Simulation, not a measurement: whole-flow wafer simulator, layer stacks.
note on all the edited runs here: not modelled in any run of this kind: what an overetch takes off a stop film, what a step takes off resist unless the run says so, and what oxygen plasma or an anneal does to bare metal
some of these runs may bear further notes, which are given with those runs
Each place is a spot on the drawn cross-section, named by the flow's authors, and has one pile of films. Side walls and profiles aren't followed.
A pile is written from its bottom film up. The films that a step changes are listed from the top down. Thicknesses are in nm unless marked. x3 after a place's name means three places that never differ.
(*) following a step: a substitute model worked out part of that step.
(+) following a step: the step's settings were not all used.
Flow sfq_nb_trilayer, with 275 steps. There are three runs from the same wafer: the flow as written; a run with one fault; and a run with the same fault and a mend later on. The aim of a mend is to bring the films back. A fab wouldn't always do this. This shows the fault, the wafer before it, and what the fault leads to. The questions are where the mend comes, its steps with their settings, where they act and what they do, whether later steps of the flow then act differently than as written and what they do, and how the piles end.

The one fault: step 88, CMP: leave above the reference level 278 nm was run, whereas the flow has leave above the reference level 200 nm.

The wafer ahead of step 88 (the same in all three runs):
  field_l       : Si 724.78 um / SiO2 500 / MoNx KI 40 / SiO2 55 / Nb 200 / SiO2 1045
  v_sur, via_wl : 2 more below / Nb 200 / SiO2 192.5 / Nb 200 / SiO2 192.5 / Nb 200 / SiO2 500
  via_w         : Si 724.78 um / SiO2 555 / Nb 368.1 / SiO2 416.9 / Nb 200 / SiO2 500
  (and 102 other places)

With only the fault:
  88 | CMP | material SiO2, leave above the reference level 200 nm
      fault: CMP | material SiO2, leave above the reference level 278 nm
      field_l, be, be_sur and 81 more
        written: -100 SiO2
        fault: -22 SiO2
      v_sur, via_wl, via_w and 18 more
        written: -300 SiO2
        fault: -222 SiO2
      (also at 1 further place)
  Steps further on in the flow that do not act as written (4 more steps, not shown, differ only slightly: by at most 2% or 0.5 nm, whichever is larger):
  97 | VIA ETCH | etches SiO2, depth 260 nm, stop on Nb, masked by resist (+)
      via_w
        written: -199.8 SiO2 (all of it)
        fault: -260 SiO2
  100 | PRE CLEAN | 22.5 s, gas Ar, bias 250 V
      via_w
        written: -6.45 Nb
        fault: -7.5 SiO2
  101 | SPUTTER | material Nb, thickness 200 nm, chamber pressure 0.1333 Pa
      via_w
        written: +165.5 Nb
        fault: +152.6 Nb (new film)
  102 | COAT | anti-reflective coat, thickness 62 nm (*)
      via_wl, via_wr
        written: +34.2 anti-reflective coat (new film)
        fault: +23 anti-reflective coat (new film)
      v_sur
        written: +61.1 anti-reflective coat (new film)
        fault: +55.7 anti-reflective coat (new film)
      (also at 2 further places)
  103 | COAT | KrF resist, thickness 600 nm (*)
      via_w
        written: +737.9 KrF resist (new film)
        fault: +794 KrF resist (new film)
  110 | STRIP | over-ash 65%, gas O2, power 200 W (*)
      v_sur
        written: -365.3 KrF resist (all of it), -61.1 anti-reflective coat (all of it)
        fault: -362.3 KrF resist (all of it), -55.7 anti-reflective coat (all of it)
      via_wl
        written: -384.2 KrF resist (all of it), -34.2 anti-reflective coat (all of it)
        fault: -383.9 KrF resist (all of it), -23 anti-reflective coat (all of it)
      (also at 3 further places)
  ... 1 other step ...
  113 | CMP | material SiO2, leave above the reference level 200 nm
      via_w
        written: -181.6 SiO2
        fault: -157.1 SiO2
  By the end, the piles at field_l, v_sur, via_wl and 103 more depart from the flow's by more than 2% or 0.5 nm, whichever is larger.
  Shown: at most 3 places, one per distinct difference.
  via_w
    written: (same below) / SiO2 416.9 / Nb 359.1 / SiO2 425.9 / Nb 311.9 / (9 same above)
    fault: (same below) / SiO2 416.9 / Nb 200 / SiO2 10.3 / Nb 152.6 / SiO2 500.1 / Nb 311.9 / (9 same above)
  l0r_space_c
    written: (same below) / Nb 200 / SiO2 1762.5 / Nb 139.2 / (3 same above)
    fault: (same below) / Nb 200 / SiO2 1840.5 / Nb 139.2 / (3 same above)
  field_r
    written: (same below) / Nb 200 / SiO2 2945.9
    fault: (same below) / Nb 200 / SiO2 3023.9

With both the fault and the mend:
  The mend follows step 95.
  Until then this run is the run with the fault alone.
  95a | STRIP | over-ash 65%, gas O2, power 200 W (*)
      field_l, v_sur, via_wl and 102 more
        -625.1 KrF resist (all of it), -62 anti-reflective coat (all of it)
      via_w
        -62 anti-reflective coat (all of it)
  95b | CMP | material SiO2, leave above the reference level 200 nm (the flow's step 88 again)
      field_l, v_sur, via_wl and 103 more
        -78 SiO2
  95c | COAT | anti-reflective coat, thickness 62 nm (the flow's step 90 again)
      field_l, v_sur, via_wl and 103 more
        +62 anti-reflective coat (new film)
  95d | COAT | KrF resist, thickness 650 nm (the flow's step 91 again)
      field_l, v_sur, via_wl and 103 more
        +650 KrF resist (new film)
  95e | SOFTBAKE | KrF resist (the flow's step 92 again)
      alters no film at any place that is followed
  95f | EXPOSE | photomask I2, dose 11.91 mJ/cm2, NA 0.6, wavelength 248 nm (*) (the flow's step 93 again)
      alters no film at any place that is followed
  95g | PEB | KrF resist, 90 s (the flow's step 94 again)
      field_l, v_sur, via_wl and 103 more
        -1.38 KrF resist
  95h | DEVELOP | KrF resist, thickness 650 nm, 60 s (the flow's step 95 again)
      field_l, v_sur, via_wl and 102 more
        -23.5 KrF resist
      via_w
        -648.6 KrF resist (all of it)
  None of the later steps of the flow acts differently than as written at any place that is followed.
  By the end, the piles equal the flow's at every place that both follow.
